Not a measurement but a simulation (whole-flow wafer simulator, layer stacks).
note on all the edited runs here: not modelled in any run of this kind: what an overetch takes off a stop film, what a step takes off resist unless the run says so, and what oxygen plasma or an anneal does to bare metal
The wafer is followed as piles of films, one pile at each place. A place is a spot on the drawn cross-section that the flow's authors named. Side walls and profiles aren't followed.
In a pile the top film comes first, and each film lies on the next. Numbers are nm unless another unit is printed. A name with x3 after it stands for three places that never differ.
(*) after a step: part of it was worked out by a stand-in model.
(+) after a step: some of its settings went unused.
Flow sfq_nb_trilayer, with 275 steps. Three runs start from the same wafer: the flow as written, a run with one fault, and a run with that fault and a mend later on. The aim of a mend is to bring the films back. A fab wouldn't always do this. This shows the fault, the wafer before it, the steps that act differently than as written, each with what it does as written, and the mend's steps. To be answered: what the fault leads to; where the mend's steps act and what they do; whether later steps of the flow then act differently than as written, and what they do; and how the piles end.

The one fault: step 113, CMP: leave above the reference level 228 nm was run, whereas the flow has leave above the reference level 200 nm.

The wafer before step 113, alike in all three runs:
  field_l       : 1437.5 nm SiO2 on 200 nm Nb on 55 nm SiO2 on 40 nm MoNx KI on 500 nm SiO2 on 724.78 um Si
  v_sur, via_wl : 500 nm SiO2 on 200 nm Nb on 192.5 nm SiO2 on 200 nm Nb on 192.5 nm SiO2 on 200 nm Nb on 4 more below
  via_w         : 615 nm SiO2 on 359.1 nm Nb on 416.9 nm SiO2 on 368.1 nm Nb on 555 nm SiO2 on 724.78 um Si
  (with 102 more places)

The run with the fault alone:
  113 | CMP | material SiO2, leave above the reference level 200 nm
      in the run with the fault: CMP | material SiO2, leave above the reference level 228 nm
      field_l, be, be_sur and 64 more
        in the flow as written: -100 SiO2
        in the run with the fault: -72 SiO2
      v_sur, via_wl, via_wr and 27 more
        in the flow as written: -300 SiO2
        in the run with the fault: -272 SiO2
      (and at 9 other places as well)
  Steps further on in the flow that do not act as written (3 other steps are not shown; they differ only slightly, by no more than 2% or 0.5 nm, whichever is larger):
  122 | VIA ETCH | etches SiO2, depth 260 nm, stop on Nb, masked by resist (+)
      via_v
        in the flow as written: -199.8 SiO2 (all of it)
        in the run with the fault: -227.8 SiO2 (all of it)
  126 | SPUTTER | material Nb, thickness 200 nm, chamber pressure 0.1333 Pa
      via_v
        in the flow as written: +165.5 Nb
        in the run with the fault: +159.5 Nb
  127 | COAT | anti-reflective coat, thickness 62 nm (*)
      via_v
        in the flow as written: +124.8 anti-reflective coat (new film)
        in the run with the fault: +130.8 anti-reflective coat (new film)
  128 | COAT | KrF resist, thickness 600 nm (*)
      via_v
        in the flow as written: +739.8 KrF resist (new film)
        in the run with the fault: +763.1 KrF resist (new film)
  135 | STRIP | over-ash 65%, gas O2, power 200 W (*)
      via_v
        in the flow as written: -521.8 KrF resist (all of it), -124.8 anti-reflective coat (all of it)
        in the run with the fault: -545 KrF resist (all of it), -130.8 anti-reflective coat (all of it)
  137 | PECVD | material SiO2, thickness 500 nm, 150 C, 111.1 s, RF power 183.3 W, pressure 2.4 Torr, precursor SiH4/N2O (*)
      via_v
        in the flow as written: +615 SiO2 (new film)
        in the run with the fault: +649 SiO2 (new film)
  At v_sur, via_wl, via_w and 36 more, the piles at the end differ from the flow's by more than 2% or 0.5 nm, whichever is larger.
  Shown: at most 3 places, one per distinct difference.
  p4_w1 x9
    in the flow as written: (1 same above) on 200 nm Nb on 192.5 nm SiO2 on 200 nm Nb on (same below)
    in the run with the fault: (1 same above) on 200 nm Nb on 220.5 nm SiO2 on 200 nm Nb on (same below)
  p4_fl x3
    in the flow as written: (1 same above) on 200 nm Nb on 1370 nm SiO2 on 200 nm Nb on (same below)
    in the run with the fault: (1 same above) on 200 nm Nb on 1398 nm SiO2 on 200 nm Nb on (same below)
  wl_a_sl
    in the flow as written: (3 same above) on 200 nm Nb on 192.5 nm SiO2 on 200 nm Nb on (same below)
    in the run with the fault: (3 same above) on 200 nm Nb on 220.5 nm SiO2 on 200 nm Nb on (same below)

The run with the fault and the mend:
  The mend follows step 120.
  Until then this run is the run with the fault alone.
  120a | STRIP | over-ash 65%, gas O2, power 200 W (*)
      field_l, v_sur, via_wl and 102 more
        -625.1 KrF resist (all of it), -62 anti-reflective coat (all of it)
      via_v
        -62 anti-reflective coat (all of it)
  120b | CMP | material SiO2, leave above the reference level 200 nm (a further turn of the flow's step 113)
      field_l, v_sur, via_wl and 103 more
        -28 SiO2
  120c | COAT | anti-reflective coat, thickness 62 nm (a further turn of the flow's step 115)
      field_l, v_sur, via_wl and 103 more
        +62 anti-reflective coat (new film)
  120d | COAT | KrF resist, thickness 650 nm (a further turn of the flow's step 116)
      field_l, v_sur, via_wl and 103 more
        +650 KrF resist (new film)
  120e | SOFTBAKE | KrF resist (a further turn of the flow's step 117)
      does not change any film at any place that is followed
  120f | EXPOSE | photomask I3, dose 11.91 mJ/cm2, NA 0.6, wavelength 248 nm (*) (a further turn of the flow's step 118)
      does not change any film at any place that is followed
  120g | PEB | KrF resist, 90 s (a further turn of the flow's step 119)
      field_l, v_sur, via_wl and 103 more
        -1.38 KrF resist
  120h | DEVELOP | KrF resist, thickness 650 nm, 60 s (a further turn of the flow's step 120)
      field_l, v_sur, via_wl and 102 more
        -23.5 KrF resist
      via_v
        -648.6 KrF resist (all of it)
  Every later step of the flow that is run acts as written at every place that is followed.
  The piles end the same as the flow's at every place that both follow.
